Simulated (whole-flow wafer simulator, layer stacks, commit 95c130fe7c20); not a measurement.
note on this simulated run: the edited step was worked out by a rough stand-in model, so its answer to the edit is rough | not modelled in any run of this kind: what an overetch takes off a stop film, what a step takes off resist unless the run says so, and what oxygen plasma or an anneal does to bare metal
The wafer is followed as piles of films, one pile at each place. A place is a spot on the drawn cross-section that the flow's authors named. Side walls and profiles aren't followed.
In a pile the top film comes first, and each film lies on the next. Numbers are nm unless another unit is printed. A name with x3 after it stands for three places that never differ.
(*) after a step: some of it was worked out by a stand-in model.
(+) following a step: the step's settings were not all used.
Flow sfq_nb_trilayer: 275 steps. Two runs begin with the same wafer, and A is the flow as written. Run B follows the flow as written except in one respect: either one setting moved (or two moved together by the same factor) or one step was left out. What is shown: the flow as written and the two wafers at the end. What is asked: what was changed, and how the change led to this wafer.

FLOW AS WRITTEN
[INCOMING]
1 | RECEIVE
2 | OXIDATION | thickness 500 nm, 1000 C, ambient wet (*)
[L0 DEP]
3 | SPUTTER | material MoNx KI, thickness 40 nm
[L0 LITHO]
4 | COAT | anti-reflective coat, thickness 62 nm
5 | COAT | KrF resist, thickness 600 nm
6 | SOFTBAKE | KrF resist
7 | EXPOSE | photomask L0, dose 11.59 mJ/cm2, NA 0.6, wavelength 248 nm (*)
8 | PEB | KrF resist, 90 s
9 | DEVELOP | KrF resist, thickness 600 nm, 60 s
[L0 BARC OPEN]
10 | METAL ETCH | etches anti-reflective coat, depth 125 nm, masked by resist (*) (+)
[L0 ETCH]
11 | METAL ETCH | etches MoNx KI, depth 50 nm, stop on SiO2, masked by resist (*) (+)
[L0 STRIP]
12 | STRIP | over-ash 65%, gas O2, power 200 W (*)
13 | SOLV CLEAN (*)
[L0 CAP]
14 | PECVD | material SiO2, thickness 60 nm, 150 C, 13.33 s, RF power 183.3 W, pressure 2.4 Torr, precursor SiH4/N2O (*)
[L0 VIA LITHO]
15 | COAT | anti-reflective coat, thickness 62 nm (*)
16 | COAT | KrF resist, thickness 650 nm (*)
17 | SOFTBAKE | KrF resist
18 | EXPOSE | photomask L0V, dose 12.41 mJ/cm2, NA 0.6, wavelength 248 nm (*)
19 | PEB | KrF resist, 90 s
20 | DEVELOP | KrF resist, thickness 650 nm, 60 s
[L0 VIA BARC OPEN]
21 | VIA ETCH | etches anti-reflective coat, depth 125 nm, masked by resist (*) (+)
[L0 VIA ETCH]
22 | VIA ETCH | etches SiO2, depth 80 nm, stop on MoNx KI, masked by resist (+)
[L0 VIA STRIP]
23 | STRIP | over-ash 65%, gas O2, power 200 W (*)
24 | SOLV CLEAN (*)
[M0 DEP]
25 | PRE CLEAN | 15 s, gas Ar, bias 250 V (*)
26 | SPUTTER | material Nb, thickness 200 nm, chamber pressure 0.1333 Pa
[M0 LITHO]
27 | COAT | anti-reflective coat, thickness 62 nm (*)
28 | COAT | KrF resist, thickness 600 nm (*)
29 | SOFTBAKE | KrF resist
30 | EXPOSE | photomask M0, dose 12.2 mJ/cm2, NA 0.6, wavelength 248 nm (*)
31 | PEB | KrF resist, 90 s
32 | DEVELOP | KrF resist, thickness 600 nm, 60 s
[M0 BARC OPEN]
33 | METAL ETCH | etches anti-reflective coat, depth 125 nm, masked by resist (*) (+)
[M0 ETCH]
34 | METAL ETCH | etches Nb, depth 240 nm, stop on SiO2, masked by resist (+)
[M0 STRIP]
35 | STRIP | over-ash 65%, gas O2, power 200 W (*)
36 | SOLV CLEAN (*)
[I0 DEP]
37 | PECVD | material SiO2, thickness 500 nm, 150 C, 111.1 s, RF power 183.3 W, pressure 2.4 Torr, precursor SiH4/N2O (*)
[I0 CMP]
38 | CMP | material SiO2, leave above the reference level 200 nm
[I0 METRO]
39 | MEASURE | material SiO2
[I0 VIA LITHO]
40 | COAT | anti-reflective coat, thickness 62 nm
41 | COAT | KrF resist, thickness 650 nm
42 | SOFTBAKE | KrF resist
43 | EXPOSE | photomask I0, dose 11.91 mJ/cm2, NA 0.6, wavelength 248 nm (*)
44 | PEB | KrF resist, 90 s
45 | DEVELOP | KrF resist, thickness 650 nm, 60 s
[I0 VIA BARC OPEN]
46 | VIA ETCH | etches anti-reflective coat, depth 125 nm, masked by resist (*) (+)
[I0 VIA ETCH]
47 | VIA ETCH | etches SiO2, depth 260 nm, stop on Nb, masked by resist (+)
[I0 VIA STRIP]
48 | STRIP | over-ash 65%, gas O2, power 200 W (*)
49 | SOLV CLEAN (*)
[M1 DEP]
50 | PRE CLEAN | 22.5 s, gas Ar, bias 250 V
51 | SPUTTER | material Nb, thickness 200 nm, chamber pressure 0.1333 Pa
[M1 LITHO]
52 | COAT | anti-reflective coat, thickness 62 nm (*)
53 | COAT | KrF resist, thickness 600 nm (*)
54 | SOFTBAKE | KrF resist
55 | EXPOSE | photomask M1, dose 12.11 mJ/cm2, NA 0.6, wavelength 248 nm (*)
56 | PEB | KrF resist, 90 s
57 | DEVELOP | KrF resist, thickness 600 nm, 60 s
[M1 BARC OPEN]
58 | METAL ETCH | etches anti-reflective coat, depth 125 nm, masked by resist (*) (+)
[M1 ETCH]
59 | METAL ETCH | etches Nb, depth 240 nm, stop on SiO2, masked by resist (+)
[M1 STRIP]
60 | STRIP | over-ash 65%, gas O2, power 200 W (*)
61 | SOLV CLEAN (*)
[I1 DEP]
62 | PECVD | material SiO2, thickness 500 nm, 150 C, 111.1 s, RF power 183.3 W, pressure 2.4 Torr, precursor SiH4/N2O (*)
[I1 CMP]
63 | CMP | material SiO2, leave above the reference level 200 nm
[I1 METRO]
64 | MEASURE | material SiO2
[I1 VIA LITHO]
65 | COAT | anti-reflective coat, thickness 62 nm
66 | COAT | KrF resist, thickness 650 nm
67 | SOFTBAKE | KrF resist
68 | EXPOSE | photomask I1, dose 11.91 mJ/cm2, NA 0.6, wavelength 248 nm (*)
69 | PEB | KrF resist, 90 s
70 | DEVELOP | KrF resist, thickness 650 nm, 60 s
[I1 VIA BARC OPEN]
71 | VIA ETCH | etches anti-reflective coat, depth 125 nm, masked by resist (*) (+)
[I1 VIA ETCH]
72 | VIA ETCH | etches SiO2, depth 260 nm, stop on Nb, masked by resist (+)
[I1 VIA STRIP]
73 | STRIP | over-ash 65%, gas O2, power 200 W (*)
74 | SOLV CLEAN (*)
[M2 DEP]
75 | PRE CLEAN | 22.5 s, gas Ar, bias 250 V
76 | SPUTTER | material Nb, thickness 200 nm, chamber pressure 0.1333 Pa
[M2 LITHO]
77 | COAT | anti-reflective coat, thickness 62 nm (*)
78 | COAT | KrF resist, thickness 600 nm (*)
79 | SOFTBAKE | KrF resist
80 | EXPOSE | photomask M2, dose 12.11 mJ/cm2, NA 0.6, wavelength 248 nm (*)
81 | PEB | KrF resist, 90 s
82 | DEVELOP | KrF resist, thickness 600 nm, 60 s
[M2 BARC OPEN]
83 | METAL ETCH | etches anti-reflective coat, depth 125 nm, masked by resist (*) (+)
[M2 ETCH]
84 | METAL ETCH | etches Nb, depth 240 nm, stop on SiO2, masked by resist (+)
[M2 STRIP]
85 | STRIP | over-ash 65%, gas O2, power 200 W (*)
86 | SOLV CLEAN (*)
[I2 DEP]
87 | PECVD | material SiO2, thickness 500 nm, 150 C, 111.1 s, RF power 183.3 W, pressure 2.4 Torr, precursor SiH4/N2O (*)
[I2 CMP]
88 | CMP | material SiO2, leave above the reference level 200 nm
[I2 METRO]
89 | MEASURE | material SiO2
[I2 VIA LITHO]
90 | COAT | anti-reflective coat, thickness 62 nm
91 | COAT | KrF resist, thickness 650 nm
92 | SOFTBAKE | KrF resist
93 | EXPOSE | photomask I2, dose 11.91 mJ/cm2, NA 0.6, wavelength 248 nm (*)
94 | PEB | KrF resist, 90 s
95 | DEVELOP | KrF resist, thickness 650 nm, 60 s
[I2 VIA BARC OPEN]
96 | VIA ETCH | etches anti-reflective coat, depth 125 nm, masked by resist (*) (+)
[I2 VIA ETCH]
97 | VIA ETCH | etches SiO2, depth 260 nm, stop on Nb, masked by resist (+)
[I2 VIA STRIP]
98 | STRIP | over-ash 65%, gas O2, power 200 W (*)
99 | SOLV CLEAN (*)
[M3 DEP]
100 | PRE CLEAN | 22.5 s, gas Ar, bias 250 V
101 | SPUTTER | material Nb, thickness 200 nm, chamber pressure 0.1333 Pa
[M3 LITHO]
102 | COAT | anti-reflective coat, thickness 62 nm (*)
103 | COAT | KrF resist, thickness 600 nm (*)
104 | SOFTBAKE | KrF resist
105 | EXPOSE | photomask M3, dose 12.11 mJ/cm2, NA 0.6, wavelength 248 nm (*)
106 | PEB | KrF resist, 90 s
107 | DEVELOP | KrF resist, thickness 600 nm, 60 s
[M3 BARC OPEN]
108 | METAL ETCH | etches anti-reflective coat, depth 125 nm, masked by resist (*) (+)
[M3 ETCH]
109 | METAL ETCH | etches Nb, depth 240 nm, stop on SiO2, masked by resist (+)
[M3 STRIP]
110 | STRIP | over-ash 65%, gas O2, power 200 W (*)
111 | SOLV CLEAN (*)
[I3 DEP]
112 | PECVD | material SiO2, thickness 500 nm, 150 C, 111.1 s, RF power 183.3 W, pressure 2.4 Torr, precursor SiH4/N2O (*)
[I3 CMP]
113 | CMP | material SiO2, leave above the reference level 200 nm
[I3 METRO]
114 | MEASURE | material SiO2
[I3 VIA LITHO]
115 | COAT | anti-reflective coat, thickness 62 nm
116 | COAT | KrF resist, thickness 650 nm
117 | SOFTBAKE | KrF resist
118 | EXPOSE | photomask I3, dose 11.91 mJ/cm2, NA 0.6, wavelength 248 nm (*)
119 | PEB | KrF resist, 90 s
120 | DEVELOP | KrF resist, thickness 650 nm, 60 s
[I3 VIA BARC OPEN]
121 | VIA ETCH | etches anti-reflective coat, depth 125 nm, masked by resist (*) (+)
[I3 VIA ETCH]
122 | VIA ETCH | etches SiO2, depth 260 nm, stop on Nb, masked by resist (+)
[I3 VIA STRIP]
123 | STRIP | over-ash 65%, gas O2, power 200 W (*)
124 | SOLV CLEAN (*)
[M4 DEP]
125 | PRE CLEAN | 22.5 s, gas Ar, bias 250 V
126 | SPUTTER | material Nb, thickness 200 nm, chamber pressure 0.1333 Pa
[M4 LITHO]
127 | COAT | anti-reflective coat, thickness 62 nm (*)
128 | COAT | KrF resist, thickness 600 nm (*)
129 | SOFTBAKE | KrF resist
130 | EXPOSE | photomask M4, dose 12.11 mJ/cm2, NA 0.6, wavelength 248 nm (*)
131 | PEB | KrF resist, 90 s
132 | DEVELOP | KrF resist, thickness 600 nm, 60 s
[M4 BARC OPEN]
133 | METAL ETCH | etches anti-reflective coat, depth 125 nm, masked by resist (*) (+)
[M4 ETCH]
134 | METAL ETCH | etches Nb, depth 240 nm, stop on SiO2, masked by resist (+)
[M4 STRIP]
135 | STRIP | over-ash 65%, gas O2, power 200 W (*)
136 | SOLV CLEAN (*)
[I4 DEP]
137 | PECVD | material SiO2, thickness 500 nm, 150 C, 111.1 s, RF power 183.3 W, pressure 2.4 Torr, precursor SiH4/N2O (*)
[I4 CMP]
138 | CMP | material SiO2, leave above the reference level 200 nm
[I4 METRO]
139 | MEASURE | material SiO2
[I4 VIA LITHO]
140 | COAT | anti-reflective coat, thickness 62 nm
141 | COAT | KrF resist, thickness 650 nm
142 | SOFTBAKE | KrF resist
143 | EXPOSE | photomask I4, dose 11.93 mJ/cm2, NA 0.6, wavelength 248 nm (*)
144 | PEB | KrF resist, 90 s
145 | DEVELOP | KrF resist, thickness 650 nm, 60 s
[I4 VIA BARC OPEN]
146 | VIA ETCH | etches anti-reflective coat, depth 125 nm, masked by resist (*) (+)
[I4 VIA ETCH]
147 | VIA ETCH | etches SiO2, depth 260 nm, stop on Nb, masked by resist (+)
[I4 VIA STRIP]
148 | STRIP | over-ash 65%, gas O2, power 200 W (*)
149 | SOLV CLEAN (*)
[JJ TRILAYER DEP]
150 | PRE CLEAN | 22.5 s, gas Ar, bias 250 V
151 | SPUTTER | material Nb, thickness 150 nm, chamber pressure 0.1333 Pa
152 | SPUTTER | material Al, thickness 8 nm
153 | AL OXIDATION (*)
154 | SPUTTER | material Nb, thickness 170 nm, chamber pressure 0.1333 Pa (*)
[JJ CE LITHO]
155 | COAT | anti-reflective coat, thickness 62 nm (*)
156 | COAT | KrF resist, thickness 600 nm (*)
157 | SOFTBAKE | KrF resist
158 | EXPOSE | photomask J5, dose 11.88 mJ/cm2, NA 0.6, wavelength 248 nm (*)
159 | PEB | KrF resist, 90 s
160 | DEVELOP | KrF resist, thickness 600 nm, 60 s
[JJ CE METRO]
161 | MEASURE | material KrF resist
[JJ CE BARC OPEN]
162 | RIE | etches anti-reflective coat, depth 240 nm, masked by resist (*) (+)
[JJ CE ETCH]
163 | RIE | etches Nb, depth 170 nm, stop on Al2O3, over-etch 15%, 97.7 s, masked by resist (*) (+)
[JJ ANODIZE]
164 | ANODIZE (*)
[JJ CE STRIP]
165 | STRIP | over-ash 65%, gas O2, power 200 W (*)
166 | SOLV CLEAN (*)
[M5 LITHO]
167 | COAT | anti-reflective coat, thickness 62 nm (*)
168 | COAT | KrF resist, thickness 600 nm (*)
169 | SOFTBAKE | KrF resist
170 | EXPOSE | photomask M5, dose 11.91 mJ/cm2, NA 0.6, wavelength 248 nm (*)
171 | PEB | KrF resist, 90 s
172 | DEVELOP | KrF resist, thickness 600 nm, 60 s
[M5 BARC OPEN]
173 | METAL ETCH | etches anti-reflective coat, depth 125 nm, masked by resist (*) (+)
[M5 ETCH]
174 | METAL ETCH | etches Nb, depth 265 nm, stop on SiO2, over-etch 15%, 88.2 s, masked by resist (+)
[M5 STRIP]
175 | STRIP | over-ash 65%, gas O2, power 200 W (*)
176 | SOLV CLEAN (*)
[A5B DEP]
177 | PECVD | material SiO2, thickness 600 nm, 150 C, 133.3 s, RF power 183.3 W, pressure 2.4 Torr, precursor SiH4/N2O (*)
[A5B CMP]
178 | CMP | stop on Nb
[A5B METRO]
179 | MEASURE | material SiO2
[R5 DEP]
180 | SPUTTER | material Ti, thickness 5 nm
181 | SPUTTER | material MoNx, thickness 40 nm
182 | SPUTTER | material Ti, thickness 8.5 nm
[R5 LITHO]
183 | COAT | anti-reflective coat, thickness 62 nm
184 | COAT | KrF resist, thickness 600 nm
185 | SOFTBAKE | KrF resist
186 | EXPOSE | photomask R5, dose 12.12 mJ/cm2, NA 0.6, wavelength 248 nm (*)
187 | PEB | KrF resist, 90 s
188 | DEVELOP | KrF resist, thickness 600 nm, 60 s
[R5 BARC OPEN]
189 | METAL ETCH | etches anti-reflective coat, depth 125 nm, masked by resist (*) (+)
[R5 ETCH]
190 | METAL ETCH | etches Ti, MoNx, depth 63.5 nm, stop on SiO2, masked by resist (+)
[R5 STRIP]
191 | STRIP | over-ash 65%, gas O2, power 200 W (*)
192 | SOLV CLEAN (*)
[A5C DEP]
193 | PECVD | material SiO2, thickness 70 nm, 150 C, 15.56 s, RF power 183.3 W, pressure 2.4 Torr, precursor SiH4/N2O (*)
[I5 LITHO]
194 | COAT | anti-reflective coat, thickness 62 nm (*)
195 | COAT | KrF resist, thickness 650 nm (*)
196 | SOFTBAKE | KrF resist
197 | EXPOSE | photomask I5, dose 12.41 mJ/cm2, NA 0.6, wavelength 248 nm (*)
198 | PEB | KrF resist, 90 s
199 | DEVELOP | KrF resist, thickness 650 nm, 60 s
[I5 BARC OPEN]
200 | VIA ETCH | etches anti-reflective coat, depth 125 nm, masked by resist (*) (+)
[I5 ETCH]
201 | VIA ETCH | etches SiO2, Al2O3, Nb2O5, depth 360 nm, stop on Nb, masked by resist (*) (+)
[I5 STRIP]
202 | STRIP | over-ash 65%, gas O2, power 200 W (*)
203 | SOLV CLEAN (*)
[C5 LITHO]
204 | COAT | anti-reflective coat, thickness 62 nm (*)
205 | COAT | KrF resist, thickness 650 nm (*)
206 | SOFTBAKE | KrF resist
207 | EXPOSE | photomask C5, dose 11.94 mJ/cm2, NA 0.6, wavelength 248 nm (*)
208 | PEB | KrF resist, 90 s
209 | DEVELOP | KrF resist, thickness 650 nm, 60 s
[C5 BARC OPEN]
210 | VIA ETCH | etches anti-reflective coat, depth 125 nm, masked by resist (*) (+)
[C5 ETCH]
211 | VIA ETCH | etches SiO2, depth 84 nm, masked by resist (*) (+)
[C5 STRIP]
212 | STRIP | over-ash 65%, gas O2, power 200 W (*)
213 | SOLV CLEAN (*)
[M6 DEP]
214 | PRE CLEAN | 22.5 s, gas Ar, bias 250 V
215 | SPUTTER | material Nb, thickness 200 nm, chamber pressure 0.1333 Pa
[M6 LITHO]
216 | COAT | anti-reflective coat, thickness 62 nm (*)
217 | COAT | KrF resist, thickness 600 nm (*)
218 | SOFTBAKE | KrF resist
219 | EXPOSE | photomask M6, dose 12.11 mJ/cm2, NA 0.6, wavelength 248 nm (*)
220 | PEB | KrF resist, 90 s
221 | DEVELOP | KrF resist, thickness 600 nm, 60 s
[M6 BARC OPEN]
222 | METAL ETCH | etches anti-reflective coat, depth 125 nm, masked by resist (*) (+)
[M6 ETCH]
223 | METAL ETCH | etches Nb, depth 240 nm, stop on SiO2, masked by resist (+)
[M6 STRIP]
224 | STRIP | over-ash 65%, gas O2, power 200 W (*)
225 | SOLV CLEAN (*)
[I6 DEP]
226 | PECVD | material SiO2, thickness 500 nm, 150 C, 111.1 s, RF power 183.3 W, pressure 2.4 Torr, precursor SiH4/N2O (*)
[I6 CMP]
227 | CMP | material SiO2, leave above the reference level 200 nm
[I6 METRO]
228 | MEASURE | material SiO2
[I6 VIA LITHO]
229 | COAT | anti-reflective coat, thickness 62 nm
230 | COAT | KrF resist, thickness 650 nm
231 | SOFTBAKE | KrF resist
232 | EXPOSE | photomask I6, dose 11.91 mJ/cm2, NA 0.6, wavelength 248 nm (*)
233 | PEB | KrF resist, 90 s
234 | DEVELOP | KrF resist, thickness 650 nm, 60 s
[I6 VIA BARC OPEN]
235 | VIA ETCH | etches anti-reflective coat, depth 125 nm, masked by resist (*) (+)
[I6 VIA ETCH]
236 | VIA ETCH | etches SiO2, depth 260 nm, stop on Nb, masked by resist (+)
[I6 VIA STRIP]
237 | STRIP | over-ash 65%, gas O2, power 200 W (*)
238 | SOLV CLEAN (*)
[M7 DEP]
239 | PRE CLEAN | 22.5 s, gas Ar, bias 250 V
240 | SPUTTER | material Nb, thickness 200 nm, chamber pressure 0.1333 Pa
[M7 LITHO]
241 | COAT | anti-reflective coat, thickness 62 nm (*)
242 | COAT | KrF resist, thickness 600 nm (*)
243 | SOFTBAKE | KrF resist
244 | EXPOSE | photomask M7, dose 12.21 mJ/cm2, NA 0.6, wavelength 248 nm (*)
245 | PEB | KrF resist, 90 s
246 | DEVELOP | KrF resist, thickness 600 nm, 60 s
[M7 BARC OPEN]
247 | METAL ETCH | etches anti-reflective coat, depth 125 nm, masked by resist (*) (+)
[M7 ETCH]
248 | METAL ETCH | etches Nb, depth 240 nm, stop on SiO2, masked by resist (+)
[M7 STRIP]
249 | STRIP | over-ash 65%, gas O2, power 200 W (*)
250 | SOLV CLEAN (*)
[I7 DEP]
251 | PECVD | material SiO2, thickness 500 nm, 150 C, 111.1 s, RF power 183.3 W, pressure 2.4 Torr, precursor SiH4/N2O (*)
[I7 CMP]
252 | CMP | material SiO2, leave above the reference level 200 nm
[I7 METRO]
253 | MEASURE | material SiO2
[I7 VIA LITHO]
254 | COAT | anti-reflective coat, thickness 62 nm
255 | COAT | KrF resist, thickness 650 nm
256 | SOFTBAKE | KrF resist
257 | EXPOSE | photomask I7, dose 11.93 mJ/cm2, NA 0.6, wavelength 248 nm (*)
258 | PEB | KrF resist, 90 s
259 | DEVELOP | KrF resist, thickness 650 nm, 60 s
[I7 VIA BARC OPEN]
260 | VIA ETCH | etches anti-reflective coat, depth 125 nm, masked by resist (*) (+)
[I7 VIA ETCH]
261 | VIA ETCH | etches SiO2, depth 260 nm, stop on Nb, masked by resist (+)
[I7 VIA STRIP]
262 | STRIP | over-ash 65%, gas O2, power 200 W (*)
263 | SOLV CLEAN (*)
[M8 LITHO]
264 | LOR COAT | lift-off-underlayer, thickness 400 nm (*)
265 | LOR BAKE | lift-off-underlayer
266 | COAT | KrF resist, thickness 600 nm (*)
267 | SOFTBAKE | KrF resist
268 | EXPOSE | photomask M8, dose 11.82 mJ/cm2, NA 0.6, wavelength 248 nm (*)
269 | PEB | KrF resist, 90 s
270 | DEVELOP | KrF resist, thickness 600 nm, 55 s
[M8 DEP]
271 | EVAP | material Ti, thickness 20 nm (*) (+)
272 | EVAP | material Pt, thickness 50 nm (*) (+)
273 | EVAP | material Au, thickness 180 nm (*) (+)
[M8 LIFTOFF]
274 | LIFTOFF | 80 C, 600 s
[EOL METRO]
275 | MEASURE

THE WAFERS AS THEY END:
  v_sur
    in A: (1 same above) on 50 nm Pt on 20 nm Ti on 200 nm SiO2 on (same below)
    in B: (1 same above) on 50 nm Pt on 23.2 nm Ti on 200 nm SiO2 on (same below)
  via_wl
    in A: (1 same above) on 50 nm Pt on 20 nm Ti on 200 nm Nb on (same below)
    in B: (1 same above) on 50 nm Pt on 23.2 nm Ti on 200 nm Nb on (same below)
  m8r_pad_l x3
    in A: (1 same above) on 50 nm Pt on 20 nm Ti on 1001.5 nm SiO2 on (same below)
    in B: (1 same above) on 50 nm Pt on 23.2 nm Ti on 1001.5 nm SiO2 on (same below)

What caused this: step 271, EVAP: thickness 23.2 nm was run, while the flow as written has thickness 20 nm.
The wafer itself shows it: v_sur has Ti 23.2, and step 271 as written asks for 20 nm.

Step by step, how the change led to this:
  271 | EVAP | material Ti, thickness 20 nm (*) (+)
      field_l, v_sur, via_wl and 103 more: A +20 Ti (new film) | B +23.2 Ti (new film)
  274 | LIFTOFF | 80 C, 600 s
      p4_fl x3, p4_w1 x9, p4_g1 x2 and 60 more: A -180 Au (all of it), -50 Pt (all of it), -20 Ti (all of it), -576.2 KrF resist (all of it), -400 lift-off-underlayer (all of it) | B -180 Au (all of it), -50 Pt (all of it), -23.2 Ti (all of it), -576.2 KrF resist (all of it), -400 lift-off-underlayer (all of it)
      c5j, ce_r: A -180 Au (all of it), -50 Pt (all of it), -20 Ti (all of it), -573.3 KrF resist (all of it), -399.3 lift-off-underlayer (all of it) | B -180 Au (all of it), -50 Pt (all of it), -23.2 Ti (all of it), -573.3 KrF resist (all of it), -399.3 lift-off-underlayer (all of it)
      (and at 19 other places as well)
